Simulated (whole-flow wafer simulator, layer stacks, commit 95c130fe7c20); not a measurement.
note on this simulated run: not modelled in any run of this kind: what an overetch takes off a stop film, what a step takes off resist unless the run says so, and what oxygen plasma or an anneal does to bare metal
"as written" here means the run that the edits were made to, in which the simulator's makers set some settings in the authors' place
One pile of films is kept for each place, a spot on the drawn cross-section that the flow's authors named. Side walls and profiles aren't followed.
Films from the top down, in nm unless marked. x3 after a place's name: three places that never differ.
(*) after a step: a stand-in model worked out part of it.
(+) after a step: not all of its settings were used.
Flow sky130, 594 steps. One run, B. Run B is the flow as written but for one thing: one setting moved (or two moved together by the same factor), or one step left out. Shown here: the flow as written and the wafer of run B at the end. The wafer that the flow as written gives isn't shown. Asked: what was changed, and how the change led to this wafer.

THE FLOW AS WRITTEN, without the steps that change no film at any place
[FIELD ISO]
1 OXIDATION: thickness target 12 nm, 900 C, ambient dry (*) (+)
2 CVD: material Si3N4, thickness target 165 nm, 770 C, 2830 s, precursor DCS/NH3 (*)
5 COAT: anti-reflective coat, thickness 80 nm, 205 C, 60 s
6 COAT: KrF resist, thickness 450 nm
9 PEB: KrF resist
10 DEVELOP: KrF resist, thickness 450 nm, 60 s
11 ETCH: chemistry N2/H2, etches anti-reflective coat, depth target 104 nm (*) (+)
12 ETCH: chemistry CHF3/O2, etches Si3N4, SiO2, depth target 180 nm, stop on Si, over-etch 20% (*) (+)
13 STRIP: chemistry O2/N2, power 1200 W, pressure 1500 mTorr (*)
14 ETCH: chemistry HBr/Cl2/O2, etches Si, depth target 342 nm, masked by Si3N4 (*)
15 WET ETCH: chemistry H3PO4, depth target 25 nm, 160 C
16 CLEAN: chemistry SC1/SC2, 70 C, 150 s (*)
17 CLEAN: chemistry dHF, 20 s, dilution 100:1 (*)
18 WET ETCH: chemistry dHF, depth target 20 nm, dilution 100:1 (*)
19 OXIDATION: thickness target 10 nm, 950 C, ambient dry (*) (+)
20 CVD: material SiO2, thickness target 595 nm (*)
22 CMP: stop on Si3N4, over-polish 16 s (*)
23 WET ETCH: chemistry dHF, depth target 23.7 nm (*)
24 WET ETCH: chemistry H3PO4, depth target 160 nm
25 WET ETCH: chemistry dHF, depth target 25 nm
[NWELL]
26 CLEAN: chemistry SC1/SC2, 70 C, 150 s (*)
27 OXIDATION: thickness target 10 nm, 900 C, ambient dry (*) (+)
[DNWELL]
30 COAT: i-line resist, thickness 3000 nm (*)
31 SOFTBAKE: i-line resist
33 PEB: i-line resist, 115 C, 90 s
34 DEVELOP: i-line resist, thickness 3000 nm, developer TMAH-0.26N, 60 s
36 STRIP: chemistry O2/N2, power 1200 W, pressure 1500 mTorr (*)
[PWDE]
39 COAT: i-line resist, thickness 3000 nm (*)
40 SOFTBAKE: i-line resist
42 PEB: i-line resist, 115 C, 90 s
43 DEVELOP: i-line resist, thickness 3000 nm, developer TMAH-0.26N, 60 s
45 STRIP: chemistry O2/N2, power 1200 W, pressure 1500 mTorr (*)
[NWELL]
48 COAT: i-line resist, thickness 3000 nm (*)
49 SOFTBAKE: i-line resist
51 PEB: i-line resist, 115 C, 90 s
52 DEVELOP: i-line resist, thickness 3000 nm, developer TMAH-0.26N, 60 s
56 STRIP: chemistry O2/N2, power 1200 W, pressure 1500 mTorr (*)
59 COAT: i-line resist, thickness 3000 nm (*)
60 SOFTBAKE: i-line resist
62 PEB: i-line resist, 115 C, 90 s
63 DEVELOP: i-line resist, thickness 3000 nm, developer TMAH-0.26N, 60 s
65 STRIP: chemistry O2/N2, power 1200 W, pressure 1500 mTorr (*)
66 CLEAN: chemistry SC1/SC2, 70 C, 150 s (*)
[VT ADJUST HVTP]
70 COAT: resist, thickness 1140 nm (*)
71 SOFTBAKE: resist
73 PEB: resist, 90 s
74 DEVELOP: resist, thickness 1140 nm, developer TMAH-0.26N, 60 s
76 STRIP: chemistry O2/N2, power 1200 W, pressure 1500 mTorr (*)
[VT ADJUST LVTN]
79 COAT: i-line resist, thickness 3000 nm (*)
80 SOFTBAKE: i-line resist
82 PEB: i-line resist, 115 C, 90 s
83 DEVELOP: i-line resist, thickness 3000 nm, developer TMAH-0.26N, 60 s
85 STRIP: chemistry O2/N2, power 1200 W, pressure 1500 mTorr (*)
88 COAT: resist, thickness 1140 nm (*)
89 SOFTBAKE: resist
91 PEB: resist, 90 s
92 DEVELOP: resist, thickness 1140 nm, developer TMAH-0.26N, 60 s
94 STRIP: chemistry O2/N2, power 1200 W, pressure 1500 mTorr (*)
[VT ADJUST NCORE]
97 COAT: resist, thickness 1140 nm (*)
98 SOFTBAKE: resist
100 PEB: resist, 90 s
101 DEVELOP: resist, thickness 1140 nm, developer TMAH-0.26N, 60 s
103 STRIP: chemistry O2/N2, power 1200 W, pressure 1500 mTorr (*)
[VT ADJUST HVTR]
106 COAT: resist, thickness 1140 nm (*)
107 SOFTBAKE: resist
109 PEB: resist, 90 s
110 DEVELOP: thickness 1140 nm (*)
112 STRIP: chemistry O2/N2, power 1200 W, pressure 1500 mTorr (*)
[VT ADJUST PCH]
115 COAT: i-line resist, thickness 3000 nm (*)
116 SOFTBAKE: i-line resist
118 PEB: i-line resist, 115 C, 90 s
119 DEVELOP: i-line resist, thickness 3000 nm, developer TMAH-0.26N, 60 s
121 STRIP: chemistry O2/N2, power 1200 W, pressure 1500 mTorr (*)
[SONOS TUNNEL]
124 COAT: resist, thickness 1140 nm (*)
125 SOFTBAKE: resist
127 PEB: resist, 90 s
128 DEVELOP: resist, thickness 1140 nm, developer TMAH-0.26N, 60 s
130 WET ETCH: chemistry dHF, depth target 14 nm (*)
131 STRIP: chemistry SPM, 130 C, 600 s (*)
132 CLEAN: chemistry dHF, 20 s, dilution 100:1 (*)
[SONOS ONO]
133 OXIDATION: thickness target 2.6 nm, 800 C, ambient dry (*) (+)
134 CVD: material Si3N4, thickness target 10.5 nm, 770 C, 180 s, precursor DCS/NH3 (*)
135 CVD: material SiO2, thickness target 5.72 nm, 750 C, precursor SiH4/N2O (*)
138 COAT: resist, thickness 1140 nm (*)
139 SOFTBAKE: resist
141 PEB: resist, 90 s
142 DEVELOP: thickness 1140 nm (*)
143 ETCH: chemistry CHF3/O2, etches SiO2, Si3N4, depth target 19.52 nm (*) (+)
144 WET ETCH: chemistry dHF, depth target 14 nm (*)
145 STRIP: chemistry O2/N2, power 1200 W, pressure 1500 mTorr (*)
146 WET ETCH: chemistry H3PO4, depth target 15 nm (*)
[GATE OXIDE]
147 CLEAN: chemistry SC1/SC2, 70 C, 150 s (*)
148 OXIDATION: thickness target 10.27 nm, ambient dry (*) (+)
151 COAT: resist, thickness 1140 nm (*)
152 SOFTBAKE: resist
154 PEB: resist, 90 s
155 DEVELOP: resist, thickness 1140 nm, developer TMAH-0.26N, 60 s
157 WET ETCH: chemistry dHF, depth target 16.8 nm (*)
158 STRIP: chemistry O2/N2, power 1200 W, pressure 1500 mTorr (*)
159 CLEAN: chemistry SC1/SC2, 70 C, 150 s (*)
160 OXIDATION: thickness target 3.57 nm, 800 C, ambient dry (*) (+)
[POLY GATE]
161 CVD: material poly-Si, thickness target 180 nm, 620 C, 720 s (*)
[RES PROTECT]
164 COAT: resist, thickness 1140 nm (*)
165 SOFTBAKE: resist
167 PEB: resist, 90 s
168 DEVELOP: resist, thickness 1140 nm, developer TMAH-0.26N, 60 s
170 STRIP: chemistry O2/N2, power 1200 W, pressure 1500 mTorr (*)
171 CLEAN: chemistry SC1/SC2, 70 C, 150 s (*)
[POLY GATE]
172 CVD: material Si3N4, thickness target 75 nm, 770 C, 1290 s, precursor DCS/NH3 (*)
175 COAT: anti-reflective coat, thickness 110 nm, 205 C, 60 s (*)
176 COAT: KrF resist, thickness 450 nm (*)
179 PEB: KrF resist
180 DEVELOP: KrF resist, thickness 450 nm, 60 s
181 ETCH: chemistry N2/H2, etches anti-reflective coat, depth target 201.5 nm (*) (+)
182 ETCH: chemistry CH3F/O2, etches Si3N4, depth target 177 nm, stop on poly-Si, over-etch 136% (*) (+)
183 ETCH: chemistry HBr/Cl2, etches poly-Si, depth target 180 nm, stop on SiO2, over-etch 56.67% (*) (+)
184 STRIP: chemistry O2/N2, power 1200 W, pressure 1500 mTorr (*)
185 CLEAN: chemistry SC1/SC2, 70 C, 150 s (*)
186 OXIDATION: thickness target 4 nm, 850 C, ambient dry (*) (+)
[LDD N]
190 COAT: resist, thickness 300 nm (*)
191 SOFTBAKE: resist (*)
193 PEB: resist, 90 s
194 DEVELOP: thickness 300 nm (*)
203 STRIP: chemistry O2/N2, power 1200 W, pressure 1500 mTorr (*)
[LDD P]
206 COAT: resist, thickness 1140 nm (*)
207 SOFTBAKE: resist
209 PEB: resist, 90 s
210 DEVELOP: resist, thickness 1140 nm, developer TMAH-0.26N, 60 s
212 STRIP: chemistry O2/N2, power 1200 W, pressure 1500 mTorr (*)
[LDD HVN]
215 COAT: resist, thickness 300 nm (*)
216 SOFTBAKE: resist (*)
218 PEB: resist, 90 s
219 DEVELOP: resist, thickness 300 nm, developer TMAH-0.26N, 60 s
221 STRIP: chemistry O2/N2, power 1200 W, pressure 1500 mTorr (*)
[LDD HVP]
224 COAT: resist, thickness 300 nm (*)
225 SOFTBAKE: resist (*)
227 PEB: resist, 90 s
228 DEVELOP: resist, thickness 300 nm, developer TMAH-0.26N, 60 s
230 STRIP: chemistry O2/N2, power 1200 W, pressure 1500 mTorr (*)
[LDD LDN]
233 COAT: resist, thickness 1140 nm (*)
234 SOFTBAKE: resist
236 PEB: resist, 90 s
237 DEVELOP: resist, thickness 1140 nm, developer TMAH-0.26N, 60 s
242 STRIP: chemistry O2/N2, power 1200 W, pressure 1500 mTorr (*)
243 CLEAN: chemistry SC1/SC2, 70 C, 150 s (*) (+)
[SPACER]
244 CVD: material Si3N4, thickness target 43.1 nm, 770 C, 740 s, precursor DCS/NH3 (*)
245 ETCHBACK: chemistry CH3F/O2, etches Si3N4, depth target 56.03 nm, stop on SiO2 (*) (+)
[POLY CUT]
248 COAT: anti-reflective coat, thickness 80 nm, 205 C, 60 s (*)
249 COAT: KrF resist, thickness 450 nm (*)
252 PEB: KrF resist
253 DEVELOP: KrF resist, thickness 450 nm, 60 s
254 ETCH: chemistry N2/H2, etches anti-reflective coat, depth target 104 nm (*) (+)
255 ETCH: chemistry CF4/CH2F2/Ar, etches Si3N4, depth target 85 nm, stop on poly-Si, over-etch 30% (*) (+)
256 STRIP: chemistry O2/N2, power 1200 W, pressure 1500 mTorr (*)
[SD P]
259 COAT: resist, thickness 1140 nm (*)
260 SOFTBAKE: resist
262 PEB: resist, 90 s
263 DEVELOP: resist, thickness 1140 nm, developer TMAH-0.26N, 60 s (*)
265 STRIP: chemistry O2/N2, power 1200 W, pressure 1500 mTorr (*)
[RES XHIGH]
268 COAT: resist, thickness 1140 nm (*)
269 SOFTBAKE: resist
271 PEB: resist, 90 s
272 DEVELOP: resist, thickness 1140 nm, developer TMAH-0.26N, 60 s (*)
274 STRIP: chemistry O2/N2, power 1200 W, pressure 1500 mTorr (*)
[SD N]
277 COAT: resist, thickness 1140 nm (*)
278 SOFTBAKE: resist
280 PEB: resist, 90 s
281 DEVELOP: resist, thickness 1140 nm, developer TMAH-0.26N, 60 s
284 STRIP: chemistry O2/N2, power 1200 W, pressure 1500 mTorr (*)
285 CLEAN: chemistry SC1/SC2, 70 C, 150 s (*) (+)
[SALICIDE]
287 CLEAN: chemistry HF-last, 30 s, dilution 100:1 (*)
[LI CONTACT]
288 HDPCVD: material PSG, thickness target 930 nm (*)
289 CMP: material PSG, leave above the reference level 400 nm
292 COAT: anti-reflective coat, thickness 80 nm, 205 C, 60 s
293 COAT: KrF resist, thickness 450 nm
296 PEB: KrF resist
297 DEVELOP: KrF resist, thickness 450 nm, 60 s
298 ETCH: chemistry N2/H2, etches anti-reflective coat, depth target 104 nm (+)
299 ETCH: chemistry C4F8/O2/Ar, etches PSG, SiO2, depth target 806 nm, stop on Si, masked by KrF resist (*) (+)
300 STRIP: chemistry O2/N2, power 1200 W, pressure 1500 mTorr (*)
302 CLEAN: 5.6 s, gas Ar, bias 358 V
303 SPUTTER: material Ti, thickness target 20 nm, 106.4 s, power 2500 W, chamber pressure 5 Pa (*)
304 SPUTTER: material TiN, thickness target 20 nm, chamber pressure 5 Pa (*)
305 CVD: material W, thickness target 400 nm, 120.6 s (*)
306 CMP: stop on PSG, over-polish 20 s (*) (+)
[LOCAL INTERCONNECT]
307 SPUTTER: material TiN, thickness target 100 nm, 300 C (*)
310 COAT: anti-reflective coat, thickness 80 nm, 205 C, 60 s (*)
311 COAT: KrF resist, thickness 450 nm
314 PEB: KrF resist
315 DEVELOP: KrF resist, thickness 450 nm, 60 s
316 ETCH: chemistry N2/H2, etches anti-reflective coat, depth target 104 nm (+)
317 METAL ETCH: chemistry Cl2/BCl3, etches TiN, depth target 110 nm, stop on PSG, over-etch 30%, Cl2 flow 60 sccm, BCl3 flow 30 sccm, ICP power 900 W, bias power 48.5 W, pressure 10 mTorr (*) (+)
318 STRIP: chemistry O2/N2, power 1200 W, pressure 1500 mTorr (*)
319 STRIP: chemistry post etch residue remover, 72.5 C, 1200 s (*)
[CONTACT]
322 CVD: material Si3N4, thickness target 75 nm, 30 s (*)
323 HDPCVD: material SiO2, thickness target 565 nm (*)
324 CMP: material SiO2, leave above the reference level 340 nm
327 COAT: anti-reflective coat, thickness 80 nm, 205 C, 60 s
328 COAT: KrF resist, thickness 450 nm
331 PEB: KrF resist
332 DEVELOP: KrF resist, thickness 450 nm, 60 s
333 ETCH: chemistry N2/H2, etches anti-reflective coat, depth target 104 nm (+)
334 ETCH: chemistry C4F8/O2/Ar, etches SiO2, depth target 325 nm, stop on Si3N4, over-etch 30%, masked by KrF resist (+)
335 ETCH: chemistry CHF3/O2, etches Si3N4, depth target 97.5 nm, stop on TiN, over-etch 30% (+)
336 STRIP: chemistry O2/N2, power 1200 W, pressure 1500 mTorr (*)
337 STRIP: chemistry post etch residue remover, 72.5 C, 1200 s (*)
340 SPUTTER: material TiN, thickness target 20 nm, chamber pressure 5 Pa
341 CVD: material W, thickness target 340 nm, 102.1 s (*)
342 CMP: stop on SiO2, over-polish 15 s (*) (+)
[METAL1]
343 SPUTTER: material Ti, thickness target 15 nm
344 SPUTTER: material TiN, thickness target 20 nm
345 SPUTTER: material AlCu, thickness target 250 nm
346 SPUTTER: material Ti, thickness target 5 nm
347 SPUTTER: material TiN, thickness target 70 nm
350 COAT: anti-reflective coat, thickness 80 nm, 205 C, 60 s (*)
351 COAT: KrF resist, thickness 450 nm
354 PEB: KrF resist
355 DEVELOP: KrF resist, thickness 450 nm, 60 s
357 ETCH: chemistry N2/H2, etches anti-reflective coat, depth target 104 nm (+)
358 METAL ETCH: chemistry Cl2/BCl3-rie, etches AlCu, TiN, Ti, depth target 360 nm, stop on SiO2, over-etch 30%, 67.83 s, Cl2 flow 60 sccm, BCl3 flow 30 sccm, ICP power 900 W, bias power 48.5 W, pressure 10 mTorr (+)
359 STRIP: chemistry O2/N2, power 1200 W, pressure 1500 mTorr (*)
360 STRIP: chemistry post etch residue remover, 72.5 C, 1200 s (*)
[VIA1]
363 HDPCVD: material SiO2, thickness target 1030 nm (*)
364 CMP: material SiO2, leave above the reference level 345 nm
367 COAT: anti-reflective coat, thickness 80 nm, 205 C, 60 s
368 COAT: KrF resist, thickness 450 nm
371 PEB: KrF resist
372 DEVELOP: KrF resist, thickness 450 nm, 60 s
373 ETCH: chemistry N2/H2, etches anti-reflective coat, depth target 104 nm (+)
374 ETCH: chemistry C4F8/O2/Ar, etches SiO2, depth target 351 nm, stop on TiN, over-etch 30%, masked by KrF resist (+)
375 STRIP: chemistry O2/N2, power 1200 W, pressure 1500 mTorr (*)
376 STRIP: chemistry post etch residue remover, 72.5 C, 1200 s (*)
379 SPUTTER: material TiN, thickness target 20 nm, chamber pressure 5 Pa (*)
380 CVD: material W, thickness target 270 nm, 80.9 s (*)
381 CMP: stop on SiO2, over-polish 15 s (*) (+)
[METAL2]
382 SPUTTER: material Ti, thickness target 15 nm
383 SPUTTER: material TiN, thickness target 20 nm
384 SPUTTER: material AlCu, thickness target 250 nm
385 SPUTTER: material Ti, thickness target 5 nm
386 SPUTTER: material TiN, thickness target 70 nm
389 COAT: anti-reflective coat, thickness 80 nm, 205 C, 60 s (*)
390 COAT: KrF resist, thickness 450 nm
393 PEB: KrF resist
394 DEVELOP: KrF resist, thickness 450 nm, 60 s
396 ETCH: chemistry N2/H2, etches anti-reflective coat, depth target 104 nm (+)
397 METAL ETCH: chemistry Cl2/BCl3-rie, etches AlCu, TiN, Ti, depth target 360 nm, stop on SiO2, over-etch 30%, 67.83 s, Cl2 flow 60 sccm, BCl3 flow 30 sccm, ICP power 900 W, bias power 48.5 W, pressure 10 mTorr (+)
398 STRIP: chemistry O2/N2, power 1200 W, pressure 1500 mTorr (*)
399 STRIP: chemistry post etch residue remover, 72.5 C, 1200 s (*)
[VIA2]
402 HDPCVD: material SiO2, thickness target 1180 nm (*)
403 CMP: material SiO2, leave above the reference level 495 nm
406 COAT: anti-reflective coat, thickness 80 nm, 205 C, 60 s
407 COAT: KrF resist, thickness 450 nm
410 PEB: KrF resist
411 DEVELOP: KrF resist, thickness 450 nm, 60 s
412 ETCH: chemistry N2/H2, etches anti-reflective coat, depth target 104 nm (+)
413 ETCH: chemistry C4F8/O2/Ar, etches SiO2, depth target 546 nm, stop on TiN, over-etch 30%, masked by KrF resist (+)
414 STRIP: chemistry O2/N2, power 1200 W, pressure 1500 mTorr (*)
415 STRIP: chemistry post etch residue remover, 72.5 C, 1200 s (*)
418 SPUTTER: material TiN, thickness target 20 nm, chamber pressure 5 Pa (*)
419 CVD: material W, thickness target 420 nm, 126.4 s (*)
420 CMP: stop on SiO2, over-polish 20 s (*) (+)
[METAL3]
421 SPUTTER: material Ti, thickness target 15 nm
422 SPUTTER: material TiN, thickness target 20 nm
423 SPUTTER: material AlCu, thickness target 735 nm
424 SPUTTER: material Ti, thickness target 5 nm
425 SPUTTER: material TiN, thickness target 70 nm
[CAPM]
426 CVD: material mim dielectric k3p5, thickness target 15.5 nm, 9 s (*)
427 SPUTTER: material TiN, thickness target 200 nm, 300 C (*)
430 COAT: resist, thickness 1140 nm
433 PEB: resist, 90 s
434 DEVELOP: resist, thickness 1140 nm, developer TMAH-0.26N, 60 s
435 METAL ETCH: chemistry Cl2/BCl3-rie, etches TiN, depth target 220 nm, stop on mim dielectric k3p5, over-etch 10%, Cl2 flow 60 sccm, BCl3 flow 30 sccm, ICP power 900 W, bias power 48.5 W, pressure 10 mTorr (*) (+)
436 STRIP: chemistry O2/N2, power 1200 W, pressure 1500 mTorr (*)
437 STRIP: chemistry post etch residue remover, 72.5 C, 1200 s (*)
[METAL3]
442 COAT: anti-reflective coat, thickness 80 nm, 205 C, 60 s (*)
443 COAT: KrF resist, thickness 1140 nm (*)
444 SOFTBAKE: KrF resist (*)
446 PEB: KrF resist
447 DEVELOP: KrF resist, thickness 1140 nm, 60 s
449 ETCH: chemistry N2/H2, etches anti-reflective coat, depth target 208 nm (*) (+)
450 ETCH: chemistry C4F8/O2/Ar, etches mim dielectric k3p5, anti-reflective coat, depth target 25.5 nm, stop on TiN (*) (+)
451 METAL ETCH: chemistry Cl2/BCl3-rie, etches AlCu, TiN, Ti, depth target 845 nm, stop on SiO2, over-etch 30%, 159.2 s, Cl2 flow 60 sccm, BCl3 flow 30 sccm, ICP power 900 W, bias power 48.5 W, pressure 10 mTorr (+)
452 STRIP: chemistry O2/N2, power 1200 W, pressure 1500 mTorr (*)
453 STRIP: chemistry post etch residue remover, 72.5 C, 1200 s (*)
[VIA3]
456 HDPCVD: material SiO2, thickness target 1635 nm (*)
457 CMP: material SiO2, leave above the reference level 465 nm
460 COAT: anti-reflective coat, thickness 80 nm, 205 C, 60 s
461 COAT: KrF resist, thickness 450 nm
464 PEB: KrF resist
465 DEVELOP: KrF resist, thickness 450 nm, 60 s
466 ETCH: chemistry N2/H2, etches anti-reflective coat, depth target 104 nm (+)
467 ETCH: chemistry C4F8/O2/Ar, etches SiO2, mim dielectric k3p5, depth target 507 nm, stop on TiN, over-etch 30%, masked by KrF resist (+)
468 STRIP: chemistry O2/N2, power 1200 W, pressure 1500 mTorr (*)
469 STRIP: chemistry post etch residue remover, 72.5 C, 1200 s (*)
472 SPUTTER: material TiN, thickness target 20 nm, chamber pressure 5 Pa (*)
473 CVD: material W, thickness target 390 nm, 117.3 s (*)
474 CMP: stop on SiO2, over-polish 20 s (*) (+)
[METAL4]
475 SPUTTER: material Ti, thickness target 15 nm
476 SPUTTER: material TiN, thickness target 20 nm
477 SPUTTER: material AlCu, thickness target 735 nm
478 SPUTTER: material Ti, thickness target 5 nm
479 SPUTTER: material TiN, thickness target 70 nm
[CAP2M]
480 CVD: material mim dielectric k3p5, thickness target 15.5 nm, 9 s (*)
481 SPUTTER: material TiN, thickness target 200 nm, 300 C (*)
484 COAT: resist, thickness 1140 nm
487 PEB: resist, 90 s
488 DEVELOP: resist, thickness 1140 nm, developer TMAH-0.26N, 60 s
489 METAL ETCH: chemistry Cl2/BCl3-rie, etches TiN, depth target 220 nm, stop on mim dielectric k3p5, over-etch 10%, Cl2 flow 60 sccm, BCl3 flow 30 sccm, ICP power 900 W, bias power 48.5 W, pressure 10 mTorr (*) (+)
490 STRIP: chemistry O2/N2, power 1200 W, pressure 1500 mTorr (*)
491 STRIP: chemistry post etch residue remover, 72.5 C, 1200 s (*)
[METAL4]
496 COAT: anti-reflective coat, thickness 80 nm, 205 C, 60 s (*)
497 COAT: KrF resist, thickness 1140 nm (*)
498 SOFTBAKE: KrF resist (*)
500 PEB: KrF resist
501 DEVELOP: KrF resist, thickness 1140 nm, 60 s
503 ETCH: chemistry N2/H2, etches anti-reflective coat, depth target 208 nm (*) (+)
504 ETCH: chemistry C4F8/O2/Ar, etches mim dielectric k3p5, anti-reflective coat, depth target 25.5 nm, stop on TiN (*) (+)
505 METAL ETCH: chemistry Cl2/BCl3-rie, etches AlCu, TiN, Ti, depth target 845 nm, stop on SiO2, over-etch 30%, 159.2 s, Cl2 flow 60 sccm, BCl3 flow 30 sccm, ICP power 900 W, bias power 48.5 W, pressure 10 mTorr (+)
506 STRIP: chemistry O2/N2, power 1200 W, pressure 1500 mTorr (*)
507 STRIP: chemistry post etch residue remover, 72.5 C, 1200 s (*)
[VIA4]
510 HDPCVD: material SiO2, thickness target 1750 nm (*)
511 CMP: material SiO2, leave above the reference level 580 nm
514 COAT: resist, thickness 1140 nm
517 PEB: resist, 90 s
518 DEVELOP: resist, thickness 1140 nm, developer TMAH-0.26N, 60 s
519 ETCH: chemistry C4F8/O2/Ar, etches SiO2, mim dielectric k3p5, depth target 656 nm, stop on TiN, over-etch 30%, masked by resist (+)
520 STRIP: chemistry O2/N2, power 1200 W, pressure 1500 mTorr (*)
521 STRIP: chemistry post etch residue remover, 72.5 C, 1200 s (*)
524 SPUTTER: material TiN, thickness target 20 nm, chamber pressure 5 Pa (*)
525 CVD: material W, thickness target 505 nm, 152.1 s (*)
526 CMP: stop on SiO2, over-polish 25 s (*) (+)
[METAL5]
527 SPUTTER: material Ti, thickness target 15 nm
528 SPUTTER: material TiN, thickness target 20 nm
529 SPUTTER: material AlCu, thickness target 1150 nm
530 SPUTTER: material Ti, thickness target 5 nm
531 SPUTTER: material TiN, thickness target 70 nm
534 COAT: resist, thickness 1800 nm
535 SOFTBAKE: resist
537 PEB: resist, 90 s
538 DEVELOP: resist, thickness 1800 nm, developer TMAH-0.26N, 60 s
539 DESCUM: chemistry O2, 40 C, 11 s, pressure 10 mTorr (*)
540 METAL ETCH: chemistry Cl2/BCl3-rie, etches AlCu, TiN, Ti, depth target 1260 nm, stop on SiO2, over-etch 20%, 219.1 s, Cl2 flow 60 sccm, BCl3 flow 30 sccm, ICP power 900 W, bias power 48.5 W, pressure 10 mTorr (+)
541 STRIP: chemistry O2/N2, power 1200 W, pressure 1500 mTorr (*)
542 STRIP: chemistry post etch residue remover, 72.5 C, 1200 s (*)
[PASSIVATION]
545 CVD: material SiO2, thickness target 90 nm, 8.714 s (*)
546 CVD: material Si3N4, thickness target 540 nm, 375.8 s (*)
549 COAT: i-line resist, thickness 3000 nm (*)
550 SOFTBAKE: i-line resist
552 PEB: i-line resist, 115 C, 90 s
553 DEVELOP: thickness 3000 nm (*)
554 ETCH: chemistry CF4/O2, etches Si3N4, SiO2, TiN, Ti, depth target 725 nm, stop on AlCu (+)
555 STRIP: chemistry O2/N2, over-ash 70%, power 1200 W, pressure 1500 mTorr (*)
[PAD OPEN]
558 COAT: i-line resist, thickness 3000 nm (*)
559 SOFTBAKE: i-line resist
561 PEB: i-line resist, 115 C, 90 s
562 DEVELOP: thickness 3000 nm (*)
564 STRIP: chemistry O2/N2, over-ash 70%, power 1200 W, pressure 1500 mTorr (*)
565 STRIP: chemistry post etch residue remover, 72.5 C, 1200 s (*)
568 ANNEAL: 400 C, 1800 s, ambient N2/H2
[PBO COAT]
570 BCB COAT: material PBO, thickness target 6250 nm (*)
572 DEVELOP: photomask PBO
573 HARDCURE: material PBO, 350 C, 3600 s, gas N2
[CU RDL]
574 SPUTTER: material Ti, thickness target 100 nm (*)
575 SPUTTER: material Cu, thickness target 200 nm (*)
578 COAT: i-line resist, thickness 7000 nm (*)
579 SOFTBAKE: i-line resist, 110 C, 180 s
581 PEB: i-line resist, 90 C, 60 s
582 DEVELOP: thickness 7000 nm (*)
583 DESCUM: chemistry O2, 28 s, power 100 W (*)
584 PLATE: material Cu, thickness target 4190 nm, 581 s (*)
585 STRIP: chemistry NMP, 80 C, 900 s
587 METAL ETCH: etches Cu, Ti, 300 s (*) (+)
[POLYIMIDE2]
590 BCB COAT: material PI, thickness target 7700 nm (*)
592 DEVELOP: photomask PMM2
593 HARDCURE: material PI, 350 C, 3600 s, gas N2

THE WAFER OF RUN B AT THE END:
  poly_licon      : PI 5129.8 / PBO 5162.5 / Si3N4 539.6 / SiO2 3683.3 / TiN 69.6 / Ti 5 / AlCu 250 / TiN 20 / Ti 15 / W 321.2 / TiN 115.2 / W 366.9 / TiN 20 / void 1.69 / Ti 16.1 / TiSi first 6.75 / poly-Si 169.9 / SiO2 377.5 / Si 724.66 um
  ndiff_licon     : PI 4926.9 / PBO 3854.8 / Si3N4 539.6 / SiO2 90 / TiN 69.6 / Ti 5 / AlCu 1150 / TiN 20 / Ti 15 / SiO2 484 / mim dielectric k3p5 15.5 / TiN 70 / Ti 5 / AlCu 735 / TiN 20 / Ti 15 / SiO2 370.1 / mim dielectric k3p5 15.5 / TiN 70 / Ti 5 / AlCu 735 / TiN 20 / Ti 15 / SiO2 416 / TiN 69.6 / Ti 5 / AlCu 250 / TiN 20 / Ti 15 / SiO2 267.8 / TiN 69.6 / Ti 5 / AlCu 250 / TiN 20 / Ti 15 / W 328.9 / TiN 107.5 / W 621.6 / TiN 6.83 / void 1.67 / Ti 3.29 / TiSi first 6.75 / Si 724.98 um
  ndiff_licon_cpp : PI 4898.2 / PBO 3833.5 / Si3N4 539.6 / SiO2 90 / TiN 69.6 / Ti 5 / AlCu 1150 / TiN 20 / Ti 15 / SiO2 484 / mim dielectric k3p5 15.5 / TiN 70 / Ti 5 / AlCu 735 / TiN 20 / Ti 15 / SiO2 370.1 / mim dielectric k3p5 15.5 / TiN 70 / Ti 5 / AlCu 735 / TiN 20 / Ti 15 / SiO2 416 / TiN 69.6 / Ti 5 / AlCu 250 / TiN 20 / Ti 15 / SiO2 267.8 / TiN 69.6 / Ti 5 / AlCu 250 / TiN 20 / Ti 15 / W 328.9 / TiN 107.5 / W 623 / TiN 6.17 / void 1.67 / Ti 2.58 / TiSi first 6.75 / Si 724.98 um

The cause: step 340, SPUTTER: thickness target 16 nm was run, where the flow has thickness target 20 nm.

How the change led to this, step by step:
  340 SPUTTER: material TiN, thickness target 20 nm, chamber pressure 5 Pa
      field, active, n_well and 184 more: TiN +16 (new film) (as written it would be: TiN +20 (new film))
      ndiff_licon_cpp, rpo_hd_licon: TiN +8.35 (as written it would be: TiN +10.4)
      (and at 2 more places)
  342 CMP: stop on SiO2, over-polish 15 s (*) (+)
      field, active, n_well and 184 more: W -340 (all of it), TiN -16 (all of it), SiO2 -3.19 (as written it would be: W -340 (all of it), TiN -20 (all of it), SiO2 -3.19)
      poly_licon: W -18.8 (as written it would be: W -22.8)
